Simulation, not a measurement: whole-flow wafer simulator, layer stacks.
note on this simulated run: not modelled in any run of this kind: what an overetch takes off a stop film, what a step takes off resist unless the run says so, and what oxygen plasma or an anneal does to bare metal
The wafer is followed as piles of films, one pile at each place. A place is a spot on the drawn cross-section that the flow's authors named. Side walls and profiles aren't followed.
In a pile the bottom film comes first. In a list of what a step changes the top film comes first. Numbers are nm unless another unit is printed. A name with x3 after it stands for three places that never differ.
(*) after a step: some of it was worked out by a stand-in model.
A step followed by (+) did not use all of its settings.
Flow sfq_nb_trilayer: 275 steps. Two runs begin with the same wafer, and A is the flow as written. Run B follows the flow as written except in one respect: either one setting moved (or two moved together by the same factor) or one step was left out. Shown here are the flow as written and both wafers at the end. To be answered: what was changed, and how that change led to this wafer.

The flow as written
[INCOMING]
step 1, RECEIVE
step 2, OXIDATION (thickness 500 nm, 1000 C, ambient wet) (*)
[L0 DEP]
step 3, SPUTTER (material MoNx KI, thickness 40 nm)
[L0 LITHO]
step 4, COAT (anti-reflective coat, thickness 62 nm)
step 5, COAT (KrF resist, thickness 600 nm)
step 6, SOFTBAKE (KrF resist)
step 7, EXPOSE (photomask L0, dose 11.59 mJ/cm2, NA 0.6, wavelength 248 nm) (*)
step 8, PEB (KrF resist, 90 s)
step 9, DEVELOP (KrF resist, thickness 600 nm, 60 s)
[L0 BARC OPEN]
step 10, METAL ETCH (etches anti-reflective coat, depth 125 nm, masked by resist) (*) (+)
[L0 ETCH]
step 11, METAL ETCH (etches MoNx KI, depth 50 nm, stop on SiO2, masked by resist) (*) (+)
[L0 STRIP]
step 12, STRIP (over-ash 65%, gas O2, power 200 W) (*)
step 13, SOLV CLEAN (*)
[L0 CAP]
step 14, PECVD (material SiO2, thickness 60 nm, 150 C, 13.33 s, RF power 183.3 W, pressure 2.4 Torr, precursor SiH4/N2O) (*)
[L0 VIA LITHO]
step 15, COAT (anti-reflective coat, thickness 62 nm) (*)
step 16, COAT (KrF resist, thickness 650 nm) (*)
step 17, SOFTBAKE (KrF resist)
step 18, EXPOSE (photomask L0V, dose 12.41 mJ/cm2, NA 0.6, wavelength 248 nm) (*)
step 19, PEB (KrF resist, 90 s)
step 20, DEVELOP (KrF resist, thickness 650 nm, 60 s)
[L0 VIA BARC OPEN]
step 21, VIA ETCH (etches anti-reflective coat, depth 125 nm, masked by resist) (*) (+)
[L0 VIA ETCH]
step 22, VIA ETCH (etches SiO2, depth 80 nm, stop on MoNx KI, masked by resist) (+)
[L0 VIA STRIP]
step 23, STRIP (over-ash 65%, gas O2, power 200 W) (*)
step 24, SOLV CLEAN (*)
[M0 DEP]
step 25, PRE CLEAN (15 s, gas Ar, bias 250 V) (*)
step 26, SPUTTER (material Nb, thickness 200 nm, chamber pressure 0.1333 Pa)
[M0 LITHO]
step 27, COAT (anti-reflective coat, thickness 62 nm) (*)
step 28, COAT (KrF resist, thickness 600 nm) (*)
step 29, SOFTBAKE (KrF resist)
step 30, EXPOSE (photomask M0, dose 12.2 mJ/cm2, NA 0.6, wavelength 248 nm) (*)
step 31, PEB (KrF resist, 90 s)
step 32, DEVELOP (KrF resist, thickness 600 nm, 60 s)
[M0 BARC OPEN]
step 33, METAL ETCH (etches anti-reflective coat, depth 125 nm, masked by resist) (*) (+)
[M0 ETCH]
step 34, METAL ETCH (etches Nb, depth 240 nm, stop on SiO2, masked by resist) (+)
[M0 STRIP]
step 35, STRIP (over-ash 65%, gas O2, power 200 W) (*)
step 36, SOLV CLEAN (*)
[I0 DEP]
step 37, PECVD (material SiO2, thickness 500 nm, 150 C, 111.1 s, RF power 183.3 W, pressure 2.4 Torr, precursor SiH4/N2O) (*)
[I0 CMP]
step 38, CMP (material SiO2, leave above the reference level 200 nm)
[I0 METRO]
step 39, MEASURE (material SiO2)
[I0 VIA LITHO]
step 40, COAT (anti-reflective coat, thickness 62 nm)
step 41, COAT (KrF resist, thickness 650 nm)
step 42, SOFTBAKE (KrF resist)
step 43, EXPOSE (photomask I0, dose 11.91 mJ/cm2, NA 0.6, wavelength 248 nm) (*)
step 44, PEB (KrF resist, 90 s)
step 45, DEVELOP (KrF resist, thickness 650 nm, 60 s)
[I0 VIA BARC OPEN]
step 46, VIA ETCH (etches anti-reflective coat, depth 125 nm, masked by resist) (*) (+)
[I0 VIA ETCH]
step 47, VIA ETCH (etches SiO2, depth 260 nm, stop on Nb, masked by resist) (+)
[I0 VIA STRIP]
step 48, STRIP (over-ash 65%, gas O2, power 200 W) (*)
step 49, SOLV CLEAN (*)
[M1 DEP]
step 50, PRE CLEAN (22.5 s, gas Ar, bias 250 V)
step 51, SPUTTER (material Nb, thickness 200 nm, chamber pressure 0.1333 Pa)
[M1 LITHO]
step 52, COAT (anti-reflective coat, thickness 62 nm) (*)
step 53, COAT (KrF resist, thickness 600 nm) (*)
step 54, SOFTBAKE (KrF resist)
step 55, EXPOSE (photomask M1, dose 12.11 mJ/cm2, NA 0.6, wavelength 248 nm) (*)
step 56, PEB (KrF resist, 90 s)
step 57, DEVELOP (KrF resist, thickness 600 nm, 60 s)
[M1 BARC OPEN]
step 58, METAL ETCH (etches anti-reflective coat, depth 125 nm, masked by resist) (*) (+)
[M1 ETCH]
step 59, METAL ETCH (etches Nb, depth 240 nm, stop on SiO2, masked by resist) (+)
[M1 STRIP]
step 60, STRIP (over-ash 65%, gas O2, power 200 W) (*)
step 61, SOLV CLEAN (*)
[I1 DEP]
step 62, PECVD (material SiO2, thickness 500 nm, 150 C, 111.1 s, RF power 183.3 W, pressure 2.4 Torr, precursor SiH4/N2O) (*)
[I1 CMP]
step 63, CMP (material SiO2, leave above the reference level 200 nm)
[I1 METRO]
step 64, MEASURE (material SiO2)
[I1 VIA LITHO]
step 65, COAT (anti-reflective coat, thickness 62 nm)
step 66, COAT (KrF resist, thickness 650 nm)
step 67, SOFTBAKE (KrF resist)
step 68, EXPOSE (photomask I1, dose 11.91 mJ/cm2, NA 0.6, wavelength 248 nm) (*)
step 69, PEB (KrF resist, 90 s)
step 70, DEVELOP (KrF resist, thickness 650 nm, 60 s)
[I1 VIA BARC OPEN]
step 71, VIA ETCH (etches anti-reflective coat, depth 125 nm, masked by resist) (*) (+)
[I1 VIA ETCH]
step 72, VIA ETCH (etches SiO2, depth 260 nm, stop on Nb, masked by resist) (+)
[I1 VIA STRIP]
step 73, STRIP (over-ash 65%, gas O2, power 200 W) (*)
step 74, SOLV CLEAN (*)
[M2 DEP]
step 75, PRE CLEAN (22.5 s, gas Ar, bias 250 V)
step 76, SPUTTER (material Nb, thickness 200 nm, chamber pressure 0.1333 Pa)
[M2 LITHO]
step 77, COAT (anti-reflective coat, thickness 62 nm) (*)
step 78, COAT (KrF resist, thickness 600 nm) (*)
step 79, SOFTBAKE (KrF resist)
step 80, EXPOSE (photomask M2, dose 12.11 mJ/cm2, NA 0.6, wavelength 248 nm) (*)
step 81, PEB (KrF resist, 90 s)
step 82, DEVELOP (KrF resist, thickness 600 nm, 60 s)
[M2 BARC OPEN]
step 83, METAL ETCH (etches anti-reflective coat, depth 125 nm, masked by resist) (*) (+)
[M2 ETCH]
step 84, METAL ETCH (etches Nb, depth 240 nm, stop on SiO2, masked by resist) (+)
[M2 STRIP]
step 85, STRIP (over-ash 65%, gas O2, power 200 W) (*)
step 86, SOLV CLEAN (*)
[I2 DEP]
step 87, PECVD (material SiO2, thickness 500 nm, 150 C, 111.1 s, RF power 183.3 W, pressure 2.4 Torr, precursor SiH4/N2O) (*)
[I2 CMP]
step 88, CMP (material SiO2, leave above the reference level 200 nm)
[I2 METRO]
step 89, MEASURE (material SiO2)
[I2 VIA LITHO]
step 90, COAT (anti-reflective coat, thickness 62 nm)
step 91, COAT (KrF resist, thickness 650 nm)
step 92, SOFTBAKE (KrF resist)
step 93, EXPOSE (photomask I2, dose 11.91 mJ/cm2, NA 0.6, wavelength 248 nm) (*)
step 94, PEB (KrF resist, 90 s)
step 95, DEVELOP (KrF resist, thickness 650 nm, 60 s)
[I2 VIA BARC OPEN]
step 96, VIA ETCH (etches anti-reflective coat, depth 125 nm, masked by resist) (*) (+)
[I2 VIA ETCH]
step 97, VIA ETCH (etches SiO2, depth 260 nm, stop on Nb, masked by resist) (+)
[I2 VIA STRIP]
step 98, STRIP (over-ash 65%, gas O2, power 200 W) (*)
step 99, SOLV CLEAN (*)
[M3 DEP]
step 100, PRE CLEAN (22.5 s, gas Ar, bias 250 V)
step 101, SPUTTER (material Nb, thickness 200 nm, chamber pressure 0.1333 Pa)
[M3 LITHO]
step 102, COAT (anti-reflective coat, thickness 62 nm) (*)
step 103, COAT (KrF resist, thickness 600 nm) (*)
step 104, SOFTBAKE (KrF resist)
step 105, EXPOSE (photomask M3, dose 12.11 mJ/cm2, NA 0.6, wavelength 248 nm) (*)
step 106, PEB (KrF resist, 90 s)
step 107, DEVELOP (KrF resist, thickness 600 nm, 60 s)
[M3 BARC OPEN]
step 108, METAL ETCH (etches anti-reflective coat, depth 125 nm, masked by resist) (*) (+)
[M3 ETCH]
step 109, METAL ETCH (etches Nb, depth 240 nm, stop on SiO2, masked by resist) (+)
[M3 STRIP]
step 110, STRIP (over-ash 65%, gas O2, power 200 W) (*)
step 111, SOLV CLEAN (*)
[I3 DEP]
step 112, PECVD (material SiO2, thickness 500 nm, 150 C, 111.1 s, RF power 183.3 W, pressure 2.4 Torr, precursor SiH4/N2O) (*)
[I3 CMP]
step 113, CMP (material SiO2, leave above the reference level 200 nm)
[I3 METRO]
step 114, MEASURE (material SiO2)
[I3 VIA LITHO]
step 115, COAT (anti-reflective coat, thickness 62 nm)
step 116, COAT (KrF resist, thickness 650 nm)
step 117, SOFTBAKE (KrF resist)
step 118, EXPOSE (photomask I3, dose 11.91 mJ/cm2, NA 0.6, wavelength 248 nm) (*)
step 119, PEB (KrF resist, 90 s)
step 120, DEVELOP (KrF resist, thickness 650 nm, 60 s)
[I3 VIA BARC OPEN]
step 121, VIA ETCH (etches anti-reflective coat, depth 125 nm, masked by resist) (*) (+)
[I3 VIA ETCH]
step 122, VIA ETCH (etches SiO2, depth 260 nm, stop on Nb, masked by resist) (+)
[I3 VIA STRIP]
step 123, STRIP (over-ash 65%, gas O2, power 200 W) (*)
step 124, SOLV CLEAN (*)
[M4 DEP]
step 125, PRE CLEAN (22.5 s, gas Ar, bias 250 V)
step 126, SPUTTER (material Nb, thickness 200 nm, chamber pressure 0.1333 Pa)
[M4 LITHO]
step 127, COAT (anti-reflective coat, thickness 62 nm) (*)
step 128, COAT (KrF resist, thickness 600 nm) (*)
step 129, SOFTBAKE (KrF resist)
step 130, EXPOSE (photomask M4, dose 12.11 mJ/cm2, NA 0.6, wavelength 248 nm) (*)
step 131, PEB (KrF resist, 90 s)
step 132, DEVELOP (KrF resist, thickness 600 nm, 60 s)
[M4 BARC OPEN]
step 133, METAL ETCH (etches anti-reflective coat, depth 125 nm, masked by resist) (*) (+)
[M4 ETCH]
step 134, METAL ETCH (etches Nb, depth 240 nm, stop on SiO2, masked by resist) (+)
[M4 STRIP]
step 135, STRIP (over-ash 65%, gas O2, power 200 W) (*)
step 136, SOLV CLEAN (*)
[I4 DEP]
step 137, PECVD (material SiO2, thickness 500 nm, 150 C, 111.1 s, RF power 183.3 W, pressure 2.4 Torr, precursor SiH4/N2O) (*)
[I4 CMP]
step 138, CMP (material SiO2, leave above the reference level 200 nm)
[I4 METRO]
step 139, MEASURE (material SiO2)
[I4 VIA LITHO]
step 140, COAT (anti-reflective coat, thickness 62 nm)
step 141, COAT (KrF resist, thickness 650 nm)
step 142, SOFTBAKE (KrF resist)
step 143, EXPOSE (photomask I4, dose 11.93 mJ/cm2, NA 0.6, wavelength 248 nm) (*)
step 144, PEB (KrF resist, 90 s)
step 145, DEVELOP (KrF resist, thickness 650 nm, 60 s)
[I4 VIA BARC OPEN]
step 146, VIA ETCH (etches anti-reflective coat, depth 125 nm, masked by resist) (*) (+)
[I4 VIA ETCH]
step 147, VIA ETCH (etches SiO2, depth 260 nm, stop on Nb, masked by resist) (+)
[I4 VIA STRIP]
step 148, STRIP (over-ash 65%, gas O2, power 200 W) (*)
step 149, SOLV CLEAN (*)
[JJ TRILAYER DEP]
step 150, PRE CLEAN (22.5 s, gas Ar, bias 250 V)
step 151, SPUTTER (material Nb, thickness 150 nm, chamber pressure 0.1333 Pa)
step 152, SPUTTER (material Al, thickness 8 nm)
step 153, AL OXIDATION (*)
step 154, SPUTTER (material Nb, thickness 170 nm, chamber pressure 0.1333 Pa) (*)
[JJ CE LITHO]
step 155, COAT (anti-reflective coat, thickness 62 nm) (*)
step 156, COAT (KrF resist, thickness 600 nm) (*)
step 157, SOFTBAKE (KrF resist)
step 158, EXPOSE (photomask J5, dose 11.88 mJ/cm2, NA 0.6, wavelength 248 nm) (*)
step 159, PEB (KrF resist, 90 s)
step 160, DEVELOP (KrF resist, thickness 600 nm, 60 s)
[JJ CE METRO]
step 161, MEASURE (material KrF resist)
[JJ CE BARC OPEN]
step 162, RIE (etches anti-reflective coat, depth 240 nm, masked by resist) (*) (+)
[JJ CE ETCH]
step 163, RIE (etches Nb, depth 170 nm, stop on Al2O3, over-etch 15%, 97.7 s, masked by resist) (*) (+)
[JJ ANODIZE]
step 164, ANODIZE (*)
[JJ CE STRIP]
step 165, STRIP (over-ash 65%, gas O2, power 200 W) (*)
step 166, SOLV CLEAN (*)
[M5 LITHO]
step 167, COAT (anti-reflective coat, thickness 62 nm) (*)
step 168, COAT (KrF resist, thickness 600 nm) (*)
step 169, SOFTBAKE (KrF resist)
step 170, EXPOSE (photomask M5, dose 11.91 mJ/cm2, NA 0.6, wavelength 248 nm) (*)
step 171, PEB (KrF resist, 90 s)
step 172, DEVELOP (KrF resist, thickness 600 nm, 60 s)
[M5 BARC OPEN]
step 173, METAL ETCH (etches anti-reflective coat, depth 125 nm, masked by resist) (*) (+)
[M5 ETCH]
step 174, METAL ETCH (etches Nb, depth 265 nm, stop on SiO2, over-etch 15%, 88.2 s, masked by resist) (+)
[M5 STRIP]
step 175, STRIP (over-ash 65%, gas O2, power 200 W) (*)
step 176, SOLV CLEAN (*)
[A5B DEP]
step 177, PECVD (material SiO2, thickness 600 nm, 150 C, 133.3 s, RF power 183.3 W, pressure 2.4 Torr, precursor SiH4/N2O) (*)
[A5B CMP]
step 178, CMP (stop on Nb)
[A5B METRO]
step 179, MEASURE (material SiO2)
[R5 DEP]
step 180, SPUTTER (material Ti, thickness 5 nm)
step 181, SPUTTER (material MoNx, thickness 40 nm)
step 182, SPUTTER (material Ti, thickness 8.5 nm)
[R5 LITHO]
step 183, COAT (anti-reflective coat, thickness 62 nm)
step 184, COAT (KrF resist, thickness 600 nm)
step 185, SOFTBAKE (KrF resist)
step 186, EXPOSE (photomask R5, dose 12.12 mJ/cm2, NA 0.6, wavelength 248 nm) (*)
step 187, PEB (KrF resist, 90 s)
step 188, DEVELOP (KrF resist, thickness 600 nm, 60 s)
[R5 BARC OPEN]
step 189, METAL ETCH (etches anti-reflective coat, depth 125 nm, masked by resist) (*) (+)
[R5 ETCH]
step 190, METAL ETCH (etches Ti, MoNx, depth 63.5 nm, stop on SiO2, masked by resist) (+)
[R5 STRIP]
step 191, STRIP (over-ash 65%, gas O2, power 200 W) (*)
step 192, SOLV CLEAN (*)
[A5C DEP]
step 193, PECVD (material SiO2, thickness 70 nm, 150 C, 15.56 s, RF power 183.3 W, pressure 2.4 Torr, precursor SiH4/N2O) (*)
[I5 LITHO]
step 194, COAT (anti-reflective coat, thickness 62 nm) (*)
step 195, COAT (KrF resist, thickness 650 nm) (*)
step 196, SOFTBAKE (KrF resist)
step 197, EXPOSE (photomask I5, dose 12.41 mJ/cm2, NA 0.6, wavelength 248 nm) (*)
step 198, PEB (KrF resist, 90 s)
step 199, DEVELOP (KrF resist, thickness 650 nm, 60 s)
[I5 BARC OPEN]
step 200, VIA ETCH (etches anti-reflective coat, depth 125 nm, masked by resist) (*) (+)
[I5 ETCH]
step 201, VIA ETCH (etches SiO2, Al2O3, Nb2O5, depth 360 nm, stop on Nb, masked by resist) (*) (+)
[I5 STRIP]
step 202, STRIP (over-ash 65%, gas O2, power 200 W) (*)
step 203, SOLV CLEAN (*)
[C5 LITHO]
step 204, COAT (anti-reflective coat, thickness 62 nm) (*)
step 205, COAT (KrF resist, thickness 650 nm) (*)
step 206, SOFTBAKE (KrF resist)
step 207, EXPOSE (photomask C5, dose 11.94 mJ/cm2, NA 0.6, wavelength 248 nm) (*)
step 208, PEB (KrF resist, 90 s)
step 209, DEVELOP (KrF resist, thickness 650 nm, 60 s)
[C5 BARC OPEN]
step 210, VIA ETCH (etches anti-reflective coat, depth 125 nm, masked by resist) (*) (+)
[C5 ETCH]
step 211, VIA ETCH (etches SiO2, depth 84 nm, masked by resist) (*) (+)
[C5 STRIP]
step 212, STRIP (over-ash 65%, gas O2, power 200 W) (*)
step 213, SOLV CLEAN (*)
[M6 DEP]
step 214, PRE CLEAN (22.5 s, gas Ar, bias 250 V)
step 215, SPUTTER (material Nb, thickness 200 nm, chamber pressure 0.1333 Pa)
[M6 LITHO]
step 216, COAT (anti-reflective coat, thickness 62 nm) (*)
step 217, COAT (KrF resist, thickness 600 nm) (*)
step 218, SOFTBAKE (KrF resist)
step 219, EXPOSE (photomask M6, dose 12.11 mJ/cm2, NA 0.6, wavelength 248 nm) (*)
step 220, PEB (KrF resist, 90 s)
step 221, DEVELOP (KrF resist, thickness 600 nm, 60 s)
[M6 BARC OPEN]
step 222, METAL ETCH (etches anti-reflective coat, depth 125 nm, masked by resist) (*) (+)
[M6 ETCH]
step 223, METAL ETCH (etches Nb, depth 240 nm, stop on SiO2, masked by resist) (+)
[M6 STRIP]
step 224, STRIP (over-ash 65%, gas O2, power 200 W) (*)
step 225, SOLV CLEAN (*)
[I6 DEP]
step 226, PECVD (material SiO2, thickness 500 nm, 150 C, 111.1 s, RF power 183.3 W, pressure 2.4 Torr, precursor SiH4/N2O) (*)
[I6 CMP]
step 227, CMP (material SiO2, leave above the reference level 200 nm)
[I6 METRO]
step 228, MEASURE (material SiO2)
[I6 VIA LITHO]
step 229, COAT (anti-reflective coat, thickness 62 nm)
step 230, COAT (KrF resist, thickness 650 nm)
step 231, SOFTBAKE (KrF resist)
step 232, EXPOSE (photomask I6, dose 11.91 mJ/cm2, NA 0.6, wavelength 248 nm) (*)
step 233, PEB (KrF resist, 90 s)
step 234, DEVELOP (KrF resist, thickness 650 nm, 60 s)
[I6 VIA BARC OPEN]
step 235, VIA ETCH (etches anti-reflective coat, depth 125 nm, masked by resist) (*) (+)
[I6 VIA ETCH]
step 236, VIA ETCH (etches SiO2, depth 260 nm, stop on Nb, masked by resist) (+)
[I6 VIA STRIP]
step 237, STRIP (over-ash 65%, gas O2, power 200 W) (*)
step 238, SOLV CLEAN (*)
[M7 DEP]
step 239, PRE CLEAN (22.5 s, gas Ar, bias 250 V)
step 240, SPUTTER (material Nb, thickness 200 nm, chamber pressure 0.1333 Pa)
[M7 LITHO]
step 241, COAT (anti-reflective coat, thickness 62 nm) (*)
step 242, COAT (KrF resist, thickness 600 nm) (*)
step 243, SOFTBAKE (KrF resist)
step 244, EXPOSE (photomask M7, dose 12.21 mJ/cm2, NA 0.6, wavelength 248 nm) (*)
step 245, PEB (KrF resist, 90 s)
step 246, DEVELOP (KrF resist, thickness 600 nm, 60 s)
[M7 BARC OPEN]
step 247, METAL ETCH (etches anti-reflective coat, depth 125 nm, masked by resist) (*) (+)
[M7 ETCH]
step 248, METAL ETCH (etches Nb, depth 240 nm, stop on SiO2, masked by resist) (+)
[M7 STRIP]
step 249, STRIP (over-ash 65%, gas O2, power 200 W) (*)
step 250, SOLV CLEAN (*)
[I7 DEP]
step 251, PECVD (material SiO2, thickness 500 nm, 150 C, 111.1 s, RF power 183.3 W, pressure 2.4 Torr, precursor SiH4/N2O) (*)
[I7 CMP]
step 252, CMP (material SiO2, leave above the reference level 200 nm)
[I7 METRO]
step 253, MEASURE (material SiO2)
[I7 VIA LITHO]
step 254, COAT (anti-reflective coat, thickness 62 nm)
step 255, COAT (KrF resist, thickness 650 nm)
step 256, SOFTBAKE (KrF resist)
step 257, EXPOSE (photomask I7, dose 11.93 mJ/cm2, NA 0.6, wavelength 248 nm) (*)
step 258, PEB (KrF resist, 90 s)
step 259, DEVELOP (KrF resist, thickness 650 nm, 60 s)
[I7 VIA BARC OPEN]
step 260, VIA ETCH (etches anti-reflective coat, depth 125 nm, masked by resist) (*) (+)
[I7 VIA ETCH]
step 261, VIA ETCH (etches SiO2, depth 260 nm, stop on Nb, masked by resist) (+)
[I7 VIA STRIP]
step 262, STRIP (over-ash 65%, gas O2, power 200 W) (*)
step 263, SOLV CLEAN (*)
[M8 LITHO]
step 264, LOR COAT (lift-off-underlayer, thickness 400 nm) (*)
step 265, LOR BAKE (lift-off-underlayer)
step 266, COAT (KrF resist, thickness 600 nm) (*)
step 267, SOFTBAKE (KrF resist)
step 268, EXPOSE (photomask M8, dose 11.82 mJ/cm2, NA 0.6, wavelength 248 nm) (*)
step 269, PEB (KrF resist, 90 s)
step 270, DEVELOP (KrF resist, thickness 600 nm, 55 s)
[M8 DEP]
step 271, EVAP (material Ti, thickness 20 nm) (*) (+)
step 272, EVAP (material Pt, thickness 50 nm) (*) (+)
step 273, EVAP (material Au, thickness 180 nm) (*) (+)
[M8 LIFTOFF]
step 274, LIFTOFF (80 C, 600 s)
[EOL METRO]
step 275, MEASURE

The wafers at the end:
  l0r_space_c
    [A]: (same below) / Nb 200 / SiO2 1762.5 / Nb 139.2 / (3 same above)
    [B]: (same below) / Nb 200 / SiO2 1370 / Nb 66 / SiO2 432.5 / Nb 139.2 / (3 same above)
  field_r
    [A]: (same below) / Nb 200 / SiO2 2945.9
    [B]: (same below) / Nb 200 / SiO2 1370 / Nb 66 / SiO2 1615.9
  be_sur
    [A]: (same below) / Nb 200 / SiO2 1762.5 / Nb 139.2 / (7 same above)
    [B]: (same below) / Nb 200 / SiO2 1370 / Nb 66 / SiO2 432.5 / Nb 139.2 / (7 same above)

The reason: step 126, SPUTTER: thickness 306 nm was run, though the flow has thickness 200 nm.

How this came from the change, step by step:
  step 126, SPUTTER (material Nb, thickness 200 nm, chamber pressure 0.1333 Pa)
      field_l, v_sur, via_wl and 102 more: A Nb gains 200 (new film) | B Nb gains 306 (new film)
      via_v: A Nb gains 165.5 | B Nb gains 254.9
  step 127, COAT (anti-reflective coat, thickness 62 nm) (*)
      via_v: A anti-reflective coat gains 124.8 (new film) | B anti-reflective coat gains 127.5 (new film)
  step 134, METAL ETCH (etches Nb, depth 240 nm, stop on SiO2, masked by resist) (+)
      field_l, be, be_sur and 64 more: A Nb loses 200 (all of it) | B Nb loses 240
  step 135, STRIP (over-ash 65%, gas O2, power 200 W) (*)
      via_v: A KrF resist loses 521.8 (all of it), anti-reflective coat loses 124.8 (all of it) | B KrF resist loses 533.3 (all of it), anti-reflective coat loses 127.5 (all of it)
  step 137, PECVD (material SiO2, thickness 500 nm, 150 C, 111.1 s, RF power 183.3 W, pressure 2.4 Torr, precursor SiH4/N2O) (*)
      field_l, be, be_sur and 55 more: A SiO2 gains 500 | B SiO2 gains 500 (new film)
      p3_s0, p3_s1, p3_s2, p3_s3, p3_s4, p3_s5: A SiO2 gains 557.1 | B SiO2 gains 597.1 (new film)
      (as well as at 3 more places)
  step 138, CMP (material SiO2, leave above the reference level 200 nm)
      field_l, be, be_sur and 55 more: A SiO2 loses 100 | B SiO2 loses 60
      lsp_r, l0_sur, l0v: A SiO2 loses 91.9 | B SiO2 loses 50.3
      (as well as at 1 more place)
With metal films that touch counted as one body, l0r_space_c has 3 bodies (between them, from the top down: SiO2 432.5; SiO2 1370); the flow as written gives 2 bodies (between them, from the top down: SiO2 1762.5).
With metal films that touch counted as one body, field_r has 2 bodies (between them, from the top down: SiO2 1370); the flow as written gives 1 body.
With metal films that touch counted as one body, be_sur has 5 bodies (between them, from the top down: SiO2 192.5; SiO2 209 / Al2O3 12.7 / Nb2O5 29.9; SiO2 432.5; SiO2 1370); the flow as written gives 4 bodies (between them, from the top down: SiO2 192.5; SiO2 209 / Al2O3 12.7 / Nb2O5 29.9; SiO2 1762.5).
